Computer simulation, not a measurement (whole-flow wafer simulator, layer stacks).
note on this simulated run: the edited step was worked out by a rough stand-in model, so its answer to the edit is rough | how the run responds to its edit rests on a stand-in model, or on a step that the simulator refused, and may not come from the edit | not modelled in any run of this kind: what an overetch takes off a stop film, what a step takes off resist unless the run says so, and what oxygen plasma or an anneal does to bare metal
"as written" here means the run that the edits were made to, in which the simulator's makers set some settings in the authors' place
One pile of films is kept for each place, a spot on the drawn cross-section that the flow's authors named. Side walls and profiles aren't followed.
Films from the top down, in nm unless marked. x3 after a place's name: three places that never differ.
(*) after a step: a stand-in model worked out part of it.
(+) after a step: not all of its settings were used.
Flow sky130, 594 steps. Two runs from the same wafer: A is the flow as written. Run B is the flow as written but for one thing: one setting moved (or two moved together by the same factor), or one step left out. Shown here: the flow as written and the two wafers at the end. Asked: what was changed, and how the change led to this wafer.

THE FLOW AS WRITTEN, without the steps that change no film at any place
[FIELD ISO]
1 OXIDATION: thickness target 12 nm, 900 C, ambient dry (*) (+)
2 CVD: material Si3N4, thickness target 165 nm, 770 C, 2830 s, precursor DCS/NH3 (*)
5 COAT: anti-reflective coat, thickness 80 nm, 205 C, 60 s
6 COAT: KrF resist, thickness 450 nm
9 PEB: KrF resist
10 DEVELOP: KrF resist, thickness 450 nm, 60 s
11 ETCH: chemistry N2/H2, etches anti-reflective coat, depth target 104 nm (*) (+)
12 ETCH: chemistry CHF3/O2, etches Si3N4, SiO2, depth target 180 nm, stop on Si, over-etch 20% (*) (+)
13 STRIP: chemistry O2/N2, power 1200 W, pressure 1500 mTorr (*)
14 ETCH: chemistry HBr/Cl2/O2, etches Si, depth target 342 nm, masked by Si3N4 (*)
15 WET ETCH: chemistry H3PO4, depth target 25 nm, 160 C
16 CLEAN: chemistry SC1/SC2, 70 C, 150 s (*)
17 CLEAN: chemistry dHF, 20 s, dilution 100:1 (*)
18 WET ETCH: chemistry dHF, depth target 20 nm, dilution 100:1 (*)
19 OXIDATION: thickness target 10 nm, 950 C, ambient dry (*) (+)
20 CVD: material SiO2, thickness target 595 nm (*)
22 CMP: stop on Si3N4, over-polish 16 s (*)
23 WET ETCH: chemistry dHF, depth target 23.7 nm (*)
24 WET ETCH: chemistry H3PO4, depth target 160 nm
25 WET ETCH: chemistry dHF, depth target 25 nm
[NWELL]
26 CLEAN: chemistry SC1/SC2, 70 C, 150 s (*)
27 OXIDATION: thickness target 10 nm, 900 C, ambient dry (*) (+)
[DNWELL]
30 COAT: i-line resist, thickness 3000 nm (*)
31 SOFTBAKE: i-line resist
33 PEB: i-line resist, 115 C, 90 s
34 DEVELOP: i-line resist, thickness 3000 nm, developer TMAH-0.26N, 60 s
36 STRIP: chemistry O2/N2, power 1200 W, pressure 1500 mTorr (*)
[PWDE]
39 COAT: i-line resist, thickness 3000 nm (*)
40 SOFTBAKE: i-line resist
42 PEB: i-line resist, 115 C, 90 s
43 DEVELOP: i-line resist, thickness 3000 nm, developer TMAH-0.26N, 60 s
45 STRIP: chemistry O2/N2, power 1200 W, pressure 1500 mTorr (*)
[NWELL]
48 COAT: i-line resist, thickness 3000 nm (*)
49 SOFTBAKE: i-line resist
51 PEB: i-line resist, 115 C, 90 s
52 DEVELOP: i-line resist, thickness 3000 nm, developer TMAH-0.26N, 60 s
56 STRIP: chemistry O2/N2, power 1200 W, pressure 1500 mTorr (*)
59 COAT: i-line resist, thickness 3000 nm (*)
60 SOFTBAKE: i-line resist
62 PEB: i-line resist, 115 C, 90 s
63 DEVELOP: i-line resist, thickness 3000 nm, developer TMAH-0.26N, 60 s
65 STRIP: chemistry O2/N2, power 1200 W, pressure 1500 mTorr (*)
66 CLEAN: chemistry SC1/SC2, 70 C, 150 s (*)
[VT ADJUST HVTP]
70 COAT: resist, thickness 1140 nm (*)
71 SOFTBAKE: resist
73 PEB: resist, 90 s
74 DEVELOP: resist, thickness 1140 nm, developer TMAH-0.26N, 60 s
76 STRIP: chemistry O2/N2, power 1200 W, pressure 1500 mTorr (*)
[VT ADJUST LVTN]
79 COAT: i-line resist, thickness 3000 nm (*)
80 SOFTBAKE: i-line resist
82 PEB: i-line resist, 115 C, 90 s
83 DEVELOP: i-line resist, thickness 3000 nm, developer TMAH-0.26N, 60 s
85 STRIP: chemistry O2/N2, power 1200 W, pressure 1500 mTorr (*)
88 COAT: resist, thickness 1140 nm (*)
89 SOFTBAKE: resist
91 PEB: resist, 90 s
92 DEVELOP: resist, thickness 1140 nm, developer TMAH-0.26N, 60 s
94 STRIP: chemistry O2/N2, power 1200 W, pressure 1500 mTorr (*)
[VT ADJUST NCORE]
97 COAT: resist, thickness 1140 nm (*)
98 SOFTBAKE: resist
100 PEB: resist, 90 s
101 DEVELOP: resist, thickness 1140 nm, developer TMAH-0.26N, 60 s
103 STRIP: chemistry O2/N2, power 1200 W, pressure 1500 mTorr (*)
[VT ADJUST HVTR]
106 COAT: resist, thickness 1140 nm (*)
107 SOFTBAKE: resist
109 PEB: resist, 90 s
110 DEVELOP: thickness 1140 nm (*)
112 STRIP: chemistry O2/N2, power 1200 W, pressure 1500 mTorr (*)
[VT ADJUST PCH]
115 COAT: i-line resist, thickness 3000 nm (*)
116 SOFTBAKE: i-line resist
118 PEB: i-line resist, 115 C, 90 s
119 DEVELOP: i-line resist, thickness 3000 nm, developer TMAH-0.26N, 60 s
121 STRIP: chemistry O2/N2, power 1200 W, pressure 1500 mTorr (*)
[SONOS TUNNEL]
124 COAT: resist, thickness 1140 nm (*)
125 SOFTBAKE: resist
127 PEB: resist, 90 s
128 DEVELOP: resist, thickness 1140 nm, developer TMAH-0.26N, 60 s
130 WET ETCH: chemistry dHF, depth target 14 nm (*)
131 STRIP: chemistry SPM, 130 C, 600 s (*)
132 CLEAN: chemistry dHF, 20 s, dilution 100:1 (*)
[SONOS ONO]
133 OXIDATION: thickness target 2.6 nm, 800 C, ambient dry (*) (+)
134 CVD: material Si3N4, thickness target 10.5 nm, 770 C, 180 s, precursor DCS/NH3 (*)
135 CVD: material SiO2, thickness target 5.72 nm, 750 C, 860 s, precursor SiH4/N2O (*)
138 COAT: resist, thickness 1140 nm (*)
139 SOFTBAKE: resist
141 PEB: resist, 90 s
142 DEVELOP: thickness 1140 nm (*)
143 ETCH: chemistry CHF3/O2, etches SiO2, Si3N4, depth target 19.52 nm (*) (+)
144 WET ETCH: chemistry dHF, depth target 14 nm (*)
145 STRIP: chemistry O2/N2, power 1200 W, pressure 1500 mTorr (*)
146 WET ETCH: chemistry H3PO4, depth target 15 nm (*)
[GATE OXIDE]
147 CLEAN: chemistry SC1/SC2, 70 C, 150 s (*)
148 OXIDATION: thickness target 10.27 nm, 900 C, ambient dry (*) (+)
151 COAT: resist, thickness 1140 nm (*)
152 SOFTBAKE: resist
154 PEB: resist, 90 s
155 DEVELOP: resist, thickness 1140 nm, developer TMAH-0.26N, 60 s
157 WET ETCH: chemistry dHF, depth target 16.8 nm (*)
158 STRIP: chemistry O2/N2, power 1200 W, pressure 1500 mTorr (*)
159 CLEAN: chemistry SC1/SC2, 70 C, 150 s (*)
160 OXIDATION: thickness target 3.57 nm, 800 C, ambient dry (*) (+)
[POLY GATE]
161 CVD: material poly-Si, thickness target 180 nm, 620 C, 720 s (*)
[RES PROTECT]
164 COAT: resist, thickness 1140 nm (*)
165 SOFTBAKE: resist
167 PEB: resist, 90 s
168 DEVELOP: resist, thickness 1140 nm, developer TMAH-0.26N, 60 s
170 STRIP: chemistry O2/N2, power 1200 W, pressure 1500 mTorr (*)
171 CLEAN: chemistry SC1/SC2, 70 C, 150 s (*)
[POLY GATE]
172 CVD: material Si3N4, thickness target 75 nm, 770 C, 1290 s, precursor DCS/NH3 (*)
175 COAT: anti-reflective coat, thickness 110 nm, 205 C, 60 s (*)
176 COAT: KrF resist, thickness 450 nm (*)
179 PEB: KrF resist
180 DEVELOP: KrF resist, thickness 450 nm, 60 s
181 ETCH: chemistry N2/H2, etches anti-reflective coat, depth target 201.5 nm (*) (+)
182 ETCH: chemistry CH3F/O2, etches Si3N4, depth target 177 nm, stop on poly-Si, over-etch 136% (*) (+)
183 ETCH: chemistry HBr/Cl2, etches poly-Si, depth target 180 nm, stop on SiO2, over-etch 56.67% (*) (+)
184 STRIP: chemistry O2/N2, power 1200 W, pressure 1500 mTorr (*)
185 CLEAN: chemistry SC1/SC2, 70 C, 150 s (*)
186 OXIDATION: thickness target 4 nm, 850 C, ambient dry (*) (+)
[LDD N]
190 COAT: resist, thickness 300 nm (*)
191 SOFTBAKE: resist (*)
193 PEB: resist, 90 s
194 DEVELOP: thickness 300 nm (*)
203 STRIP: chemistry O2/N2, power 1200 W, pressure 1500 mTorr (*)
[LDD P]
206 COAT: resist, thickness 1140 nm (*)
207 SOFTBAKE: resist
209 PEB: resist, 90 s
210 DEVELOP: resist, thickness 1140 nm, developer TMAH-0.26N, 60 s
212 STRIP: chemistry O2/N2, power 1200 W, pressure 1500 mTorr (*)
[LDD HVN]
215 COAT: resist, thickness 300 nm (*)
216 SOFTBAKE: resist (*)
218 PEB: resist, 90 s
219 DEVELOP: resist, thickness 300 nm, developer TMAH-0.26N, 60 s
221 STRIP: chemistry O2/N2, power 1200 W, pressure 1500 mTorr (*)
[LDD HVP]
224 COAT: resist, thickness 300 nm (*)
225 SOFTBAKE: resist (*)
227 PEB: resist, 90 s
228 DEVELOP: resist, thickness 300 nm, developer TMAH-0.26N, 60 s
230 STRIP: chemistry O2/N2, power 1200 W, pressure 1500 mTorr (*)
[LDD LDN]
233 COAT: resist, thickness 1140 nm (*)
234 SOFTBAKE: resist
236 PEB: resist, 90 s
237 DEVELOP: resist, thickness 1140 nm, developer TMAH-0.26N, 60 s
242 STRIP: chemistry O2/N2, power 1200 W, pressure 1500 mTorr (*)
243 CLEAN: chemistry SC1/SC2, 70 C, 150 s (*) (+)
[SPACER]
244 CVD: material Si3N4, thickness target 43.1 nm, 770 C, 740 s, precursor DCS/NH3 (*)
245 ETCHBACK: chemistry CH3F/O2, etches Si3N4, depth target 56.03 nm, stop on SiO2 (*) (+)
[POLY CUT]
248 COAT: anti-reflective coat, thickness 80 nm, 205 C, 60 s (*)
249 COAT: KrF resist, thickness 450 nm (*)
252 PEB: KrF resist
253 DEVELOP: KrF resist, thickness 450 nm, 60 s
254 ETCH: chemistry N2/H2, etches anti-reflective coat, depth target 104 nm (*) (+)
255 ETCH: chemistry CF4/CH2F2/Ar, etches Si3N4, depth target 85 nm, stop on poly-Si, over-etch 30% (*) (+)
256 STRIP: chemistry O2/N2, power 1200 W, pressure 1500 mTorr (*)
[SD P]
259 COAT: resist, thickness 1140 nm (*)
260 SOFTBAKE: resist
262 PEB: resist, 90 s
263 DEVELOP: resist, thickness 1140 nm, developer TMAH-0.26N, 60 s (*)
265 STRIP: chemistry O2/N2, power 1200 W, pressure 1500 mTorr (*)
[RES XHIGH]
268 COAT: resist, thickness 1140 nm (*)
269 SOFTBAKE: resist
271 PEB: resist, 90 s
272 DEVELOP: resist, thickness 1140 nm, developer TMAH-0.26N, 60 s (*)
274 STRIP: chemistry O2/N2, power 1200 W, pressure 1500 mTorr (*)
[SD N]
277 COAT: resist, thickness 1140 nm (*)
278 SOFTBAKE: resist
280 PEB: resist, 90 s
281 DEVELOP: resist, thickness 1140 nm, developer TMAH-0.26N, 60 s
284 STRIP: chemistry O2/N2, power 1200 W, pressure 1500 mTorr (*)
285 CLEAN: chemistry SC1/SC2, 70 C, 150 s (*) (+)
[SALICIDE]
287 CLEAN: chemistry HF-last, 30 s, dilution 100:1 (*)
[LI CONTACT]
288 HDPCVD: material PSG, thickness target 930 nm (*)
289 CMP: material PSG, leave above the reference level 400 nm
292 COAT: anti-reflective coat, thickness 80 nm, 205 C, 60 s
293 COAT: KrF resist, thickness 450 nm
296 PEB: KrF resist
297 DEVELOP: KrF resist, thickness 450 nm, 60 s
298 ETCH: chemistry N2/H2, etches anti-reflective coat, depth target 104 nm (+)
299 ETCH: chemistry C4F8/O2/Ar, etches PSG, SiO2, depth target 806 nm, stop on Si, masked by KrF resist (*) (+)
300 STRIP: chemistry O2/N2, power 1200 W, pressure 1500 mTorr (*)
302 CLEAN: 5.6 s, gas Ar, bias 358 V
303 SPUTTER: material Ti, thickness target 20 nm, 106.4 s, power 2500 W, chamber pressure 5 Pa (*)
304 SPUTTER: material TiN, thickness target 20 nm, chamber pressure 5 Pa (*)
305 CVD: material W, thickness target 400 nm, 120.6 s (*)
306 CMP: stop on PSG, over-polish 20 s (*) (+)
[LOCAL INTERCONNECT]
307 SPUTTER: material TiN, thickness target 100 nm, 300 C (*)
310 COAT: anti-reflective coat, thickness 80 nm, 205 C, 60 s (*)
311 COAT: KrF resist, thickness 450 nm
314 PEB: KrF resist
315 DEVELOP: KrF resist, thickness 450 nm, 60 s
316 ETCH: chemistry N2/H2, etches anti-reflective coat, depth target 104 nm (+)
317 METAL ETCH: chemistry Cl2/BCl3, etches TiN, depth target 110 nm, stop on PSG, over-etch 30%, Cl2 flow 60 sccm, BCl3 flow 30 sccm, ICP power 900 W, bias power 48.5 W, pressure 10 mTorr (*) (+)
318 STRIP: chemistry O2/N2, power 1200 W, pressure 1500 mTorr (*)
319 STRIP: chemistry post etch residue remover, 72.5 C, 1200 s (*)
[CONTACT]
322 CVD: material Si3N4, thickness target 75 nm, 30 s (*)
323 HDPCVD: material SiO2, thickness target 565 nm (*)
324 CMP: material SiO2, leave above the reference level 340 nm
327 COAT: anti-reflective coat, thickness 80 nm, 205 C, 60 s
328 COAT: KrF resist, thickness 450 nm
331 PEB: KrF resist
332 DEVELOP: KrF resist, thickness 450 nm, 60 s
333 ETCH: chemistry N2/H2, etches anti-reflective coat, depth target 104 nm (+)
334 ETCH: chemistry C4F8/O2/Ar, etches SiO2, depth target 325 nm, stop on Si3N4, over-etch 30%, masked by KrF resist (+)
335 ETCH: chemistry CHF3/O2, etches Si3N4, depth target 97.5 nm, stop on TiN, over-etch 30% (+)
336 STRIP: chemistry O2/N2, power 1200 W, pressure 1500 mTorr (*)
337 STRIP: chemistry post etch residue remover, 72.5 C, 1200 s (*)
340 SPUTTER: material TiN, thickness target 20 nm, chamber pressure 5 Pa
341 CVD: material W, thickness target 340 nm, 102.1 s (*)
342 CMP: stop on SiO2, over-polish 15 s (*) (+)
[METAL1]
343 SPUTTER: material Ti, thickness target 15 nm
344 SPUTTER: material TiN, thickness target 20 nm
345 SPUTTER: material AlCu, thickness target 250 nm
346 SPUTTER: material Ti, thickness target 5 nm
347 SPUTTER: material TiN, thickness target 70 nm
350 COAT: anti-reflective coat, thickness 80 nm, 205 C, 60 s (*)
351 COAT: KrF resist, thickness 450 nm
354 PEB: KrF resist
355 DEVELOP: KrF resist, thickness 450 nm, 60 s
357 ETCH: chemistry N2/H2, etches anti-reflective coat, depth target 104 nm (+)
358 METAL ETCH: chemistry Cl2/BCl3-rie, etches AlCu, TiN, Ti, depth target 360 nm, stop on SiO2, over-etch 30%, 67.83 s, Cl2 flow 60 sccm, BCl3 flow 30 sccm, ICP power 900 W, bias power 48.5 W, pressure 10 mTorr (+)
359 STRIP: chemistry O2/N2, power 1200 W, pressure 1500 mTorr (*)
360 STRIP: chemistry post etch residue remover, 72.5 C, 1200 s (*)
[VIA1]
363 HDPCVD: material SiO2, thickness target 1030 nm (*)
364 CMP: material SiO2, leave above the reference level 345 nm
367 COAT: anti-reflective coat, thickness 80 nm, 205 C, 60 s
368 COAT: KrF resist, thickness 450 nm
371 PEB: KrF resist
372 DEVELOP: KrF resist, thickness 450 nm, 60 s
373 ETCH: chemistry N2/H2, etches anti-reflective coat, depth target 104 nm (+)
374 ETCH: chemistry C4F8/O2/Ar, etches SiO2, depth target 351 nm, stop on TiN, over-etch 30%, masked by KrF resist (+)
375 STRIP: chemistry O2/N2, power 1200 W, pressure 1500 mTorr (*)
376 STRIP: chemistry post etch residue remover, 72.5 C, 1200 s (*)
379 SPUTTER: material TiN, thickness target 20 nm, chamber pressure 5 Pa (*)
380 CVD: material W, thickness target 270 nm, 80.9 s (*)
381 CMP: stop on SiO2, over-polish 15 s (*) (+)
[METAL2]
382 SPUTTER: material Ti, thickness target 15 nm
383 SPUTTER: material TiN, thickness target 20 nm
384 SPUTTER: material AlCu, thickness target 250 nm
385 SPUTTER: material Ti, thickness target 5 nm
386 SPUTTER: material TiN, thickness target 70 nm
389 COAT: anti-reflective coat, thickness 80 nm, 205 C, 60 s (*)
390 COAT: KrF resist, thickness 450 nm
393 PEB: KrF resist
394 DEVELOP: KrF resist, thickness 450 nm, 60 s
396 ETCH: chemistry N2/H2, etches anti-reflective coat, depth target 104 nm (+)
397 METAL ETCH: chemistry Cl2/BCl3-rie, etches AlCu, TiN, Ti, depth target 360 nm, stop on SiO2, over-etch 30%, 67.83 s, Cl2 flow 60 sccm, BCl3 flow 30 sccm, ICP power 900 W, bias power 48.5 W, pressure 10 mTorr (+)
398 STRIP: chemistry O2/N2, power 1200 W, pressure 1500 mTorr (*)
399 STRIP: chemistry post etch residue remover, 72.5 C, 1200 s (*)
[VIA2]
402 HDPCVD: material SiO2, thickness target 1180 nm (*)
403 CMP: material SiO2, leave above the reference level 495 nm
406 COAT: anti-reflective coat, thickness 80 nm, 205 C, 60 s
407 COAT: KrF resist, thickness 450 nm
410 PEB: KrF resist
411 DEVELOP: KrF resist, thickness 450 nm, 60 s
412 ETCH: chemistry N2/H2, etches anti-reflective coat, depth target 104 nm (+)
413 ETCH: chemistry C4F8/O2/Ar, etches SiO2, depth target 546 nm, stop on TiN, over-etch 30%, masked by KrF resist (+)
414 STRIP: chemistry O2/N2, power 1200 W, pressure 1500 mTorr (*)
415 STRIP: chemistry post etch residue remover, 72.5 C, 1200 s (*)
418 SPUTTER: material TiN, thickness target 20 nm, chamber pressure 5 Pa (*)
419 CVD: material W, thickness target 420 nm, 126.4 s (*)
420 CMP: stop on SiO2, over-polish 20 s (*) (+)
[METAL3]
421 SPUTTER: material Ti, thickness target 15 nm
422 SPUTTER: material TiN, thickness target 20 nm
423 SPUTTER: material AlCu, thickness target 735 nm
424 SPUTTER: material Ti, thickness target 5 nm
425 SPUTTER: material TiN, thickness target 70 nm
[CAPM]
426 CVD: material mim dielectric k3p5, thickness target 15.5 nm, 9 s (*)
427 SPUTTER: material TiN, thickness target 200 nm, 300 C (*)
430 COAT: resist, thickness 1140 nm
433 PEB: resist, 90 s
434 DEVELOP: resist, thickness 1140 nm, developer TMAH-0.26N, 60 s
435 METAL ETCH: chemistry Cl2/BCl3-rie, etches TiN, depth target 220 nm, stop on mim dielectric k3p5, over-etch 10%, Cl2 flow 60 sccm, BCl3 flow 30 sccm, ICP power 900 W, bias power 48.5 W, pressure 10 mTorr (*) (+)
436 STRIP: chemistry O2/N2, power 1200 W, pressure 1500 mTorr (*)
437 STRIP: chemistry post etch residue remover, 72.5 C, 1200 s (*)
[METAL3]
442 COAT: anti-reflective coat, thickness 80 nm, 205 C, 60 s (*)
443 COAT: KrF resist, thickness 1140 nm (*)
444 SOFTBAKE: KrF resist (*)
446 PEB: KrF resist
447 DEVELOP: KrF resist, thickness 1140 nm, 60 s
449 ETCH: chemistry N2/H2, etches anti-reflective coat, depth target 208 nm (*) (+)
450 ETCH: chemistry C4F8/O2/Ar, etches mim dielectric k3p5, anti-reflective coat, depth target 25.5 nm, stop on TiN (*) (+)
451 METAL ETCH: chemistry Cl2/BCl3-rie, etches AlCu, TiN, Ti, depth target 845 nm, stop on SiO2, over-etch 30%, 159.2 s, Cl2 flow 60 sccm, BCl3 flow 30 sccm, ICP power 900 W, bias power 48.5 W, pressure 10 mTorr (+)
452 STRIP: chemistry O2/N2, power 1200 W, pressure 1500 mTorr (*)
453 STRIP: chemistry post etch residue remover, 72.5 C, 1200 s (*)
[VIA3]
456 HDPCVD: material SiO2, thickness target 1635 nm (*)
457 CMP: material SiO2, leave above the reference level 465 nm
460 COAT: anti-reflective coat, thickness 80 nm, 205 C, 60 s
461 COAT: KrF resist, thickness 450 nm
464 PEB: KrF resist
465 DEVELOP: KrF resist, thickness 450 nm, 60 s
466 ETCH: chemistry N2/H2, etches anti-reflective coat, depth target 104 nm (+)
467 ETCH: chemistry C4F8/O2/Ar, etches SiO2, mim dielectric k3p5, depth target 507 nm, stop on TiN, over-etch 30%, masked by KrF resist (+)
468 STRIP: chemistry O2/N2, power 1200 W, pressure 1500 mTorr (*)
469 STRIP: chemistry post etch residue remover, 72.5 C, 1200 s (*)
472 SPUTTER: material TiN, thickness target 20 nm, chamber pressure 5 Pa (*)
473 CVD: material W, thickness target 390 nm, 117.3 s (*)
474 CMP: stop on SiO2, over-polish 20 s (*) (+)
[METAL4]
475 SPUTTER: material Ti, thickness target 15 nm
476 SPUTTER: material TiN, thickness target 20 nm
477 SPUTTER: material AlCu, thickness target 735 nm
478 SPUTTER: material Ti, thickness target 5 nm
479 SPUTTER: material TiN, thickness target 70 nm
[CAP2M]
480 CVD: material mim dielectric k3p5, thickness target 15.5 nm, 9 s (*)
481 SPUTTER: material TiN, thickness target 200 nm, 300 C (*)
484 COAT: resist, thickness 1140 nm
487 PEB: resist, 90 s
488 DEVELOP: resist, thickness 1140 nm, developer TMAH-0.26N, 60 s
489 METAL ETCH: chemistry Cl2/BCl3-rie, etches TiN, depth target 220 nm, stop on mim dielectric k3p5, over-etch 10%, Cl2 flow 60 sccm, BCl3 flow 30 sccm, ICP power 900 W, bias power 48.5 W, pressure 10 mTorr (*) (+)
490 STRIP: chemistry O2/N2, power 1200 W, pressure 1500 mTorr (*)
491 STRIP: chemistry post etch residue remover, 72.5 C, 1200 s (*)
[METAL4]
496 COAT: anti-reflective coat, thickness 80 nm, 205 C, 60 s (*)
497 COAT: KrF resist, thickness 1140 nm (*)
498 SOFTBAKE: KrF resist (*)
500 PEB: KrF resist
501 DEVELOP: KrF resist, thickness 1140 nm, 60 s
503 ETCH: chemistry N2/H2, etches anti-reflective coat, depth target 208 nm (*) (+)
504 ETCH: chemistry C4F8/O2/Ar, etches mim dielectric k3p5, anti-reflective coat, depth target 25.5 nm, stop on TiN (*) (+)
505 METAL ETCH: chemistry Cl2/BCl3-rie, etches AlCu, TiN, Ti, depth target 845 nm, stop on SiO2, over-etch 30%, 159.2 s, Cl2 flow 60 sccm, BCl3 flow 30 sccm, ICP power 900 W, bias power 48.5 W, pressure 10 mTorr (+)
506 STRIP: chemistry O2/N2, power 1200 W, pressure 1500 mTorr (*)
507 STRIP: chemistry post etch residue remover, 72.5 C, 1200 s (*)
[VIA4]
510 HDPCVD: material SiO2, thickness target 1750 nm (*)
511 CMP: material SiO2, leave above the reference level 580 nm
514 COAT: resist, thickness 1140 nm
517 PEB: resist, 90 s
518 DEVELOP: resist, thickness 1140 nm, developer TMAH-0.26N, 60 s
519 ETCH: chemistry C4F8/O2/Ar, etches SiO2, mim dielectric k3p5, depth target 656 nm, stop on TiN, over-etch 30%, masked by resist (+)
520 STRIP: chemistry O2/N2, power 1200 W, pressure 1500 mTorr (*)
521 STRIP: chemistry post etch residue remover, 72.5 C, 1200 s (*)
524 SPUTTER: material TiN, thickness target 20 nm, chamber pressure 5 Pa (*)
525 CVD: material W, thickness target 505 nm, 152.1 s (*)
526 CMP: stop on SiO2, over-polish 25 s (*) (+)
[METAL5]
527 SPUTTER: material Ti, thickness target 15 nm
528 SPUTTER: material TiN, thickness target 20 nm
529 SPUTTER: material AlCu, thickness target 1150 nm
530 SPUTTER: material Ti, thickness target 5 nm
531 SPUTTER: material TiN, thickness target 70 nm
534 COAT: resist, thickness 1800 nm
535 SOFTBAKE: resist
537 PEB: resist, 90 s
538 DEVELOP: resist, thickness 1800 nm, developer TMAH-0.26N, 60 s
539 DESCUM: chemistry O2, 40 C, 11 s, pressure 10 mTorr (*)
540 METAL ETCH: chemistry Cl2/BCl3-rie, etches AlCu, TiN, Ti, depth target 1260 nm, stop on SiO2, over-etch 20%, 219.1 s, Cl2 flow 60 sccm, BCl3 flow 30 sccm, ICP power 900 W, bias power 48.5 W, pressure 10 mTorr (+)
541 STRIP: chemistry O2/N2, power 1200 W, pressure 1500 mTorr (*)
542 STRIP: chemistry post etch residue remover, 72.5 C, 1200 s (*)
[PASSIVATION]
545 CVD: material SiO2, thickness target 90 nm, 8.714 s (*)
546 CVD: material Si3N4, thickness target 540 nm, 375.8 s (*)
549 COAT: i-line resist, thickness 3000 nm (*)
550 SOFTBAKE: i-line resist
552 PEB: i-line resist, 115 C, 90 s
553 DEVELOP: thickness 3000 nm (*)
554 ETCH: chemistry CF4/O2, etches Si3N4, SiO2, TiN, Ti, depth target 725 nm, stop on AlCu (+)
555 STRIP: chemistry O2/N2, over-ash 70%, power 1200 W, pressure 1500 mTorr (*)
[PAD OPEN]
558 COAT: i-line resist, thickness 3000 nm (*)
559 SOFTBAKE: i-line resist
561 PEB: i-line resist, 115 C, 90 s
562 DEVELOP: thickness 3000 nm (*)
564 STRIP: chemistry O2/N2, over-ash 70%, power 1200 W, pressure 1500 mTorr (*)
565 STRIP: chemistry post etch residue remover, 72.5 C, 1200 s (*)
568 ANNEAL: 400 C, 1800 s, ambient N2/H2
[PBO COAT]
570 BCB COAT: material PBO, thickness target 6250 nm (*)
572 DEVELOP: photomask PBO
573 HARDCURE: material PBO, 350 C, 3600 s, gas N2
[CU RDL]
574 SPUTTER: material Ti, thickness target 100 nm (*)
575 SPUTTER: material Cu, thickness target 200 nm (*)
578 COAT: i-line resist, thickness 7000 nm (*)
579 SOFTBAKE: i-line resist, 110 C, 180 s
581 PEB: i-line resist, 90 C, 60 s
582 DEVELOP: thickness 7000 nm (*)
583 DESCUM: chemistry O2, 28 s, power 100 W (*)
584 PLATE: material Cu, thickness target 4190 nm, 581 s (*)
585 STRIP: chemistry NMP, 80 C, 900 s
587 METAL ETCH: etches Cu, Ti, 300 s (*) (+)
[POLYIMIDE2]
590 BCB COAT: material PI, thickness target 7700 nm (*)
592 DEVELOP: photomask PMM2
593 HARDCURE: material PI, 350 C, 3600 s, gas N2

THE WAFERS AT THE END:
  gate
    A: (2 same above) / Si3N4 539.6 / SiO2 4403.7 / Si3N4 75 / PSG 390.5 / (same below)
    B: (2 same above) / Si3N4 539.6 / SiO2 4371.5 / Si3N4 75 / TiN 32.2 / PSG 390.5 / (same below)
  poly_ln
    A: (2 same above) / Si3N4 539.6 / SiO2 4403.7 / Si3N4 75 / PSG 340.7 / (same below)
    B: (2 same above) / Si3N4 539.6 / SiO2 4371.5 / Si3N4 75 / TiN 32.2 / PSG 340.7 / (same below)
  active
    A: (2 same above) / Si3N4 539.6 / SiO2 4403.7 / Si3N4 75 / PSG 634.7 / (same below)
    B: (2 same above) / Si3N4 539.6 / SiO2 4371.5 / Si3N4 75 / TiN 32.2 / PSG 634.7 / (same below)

The cause: step 317, METAL ETCH: depth target 66 nm was run, where the flow has depth target 110 nm.

How the change led to this, step by step:
  317 METAL ETCH: chemistry Cl2/BCl3, etches TiN, depth target 110 nm, stop on PSG, over-etch 30%, Cl2 flow 60 sccm, BCl3 flow 30 sccm, ICP power 900 W, bias power 48.5 W, pressure 10 mTorr (*) (+)
      field, active, gate and 88 more: A TiN -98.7 (all of it) | B TiN -66
      n_well, p_well, gate_hv and 97 more: A KrF resist -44 | B KrF resist -26.4
  318 STRIP: chemistry O2/N2, power 1200 W, pressure 1500 mTorr (*)
      n_well, p_well, gate_hv and 93 more: A KrF resist -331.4 (all of it), anti-reflective coat -80 (all of it) | B KrF resist -349 (all of it), anti-reflective coat -80 (all of it)
      poly_licon, rpo_hd_licon: A KrF resist -331.5 (all of it), anti-reflective coat -80.4 (all of it) | B KrF resist -349.1 (all of it), anti-reflective coat -80.4 (all of it)
      (and at 2 more places)
  324 CMP: material SiO2, leave above the reference level 340 nm
      field, active, gate and 88 more: A SiO2 -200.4 | B SiO2 -232.7
Counting metal films that touch as one body, gate has 1 body; the flow as written gives 0 bodies.
Counting metal films that touch as one body, poly_ln has 1 body; the flow as written gives 0 bodies.
Counting metal films that touch as one body, active has 1 body; the flow as written gives 0 bodies.
